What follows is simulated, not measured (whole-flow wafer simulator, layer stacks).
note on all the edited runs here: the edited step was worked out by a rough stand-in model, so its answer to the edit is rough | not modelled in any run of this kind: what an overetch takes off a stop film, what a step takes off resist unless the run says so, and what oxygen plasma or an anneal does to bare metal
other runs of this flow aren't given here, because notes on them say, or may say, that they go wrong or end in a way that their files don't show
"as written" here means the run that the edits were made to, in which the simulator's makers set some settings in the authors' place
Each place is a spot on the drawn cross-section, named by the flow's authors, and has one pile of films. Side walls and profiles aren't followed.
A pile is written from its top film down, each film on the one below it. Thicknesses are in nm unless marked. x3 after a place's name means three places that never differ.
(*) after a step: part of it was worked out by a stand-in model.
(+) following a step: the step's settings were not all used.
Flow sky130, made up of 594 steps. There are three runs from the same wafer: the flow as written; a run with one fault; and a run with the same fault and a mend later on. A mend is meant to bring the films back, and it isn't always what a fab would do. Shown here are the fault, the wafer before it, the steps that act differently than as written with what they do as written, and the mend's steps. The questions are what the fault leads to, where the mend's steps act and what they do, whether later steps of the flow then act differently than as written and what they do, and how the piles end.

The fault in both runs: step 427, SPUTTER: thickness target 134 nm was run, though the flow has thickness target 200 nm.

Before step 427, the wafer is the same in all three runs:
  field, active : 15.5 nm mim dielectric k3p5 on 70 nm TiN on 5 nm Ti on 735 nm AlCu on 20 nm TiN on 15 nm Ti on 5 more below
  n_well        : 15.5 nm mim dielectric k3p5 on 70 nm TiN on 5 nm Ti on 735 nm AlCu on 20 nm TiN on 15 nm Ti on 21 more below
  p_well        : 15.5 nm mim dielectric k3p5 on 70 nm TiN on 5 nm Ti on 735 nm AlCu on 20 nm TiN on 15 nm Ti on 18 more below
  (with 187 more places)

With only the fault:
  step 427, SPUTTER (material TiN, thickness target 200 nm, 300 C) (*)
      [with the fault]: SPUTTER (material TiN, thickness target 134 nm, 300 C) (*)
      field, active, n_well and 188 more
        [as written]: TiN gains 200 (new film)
        [with the fault]: TiN gains 134 (new film)
  Later steps of the flow acting differently than as written (not shown: 2 more steps that differ only slightly, by at most 2% or 0.5 nm, whichever is larger):
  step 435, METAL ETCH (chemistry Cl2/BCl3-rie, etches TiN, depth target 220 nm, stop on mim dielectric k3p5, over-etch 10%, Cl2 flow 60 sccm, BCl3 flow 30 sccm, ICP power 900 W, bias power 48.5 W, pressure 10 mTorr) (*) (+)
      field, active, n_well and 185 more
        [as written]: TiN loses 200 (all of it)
        [with the fault]: TiN loses 134 (all of it)
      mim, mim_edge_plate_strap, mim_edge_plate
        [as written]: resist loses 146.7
        [with the fault]: resist loses 98.3
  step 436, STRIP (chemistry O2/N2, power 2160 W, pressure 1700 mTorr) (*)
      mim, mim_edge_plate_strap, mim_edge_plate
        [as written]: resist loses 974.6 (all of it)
        [with the fault]: resist loses 1023 (all of it)
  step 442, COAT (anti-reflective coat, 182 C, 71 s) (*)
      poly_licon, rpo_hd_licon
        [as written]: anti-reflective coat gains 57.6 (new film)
        [with the fault]: anti-reflective coat gains 75.3 (new film)
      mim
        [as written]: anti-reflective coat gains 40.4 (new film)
        [with the fault]: anti-reflective coat gains 29.7 (new film)
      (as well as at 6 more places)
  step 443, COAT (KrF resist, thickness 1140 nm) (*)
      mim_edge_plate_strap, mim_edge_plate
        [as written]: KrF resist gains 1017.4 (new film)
        [with the fault]: KrF resist gains 1083.4 (new film)
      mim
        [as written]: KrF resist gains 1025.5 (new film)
        [with the fault]: KrF resist gains 1082.3 (new film)
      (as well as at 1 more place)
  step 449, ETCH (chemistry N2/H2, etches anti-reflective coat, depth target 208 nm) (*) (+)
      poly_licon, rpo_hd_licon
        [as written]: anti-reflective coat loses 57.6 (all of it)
        [with the fault]: anti-reflective coat loses 75.3 (all of it)
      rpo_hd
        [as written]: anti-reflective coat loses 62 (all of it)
        [with the fault]: anti-reflective coat loses 72.7 (all of it)
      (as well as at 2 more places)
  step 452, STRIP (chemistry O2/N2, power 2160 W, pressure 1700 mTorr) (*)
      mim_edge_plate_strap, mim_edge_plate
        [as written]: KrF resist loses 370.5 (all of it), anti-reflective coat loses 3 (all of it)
        [with the fault]: KrF resist loses 436.4 (all of it), anti-reflective coat loses 3 (all of it)
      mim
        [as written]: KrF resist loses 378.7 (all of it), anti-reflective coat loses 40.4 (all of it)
        [with the fault]: KrF resist loses 435.3 (all of it), anti-reflective coat loses 29.7 (all of it)
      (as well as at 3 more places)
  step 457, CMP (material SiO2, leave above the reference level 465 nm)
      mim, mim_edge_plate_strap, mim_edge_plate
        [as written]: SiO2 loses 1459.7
        [with the fault]: SiO2 loses 1393.7
  The piles end different from the flow's at mim, mim_edge_plate_strap, mim_edge_plate by more than 2% or 0.5 nm, whichever is larger.
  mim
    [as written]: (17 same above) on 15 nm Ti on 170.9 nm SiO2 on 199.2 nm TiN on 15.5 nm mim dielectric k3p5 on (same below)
    [with the fault]: (17 same above) on 15 nm Ti on 236.9 nm SiO2 on 133.2 nm TiN on 15.5 nm mim dielectric k3p5 on (same below)
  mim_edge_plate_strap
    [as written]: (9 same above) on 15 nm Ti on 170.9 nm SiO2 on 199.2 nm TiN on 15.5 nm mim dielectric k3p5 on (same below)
    [with the fault]: (9 same above) on 15 nm Ti on 236.9 nm SiO2 on 133.2 nm TiN on 15.5 nm mim dielectric k3p5 on (same below)
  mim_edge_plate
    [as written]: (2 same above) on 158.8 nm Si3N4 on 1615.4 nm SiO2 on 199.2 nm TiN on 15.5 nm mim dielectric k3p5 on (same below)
    [with the fault]: (2 same above) on 158.8 nm Si3N4 on 1681.4 nm SiO2 on 133.2 nm TiN on 15.5 nm mim dielectric k3p5 on (same below)

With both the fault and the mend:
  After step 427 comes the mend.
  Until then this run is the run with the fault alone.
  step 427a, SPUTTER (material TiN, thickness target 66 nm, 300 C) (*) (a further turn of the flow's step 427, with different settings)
      field, active, n_well and 188 more
        TiN gains 66
  Later steps of the flow that are run all act as written at every place that is followed.
  The piles end the same as the flow's at every place that both follow.
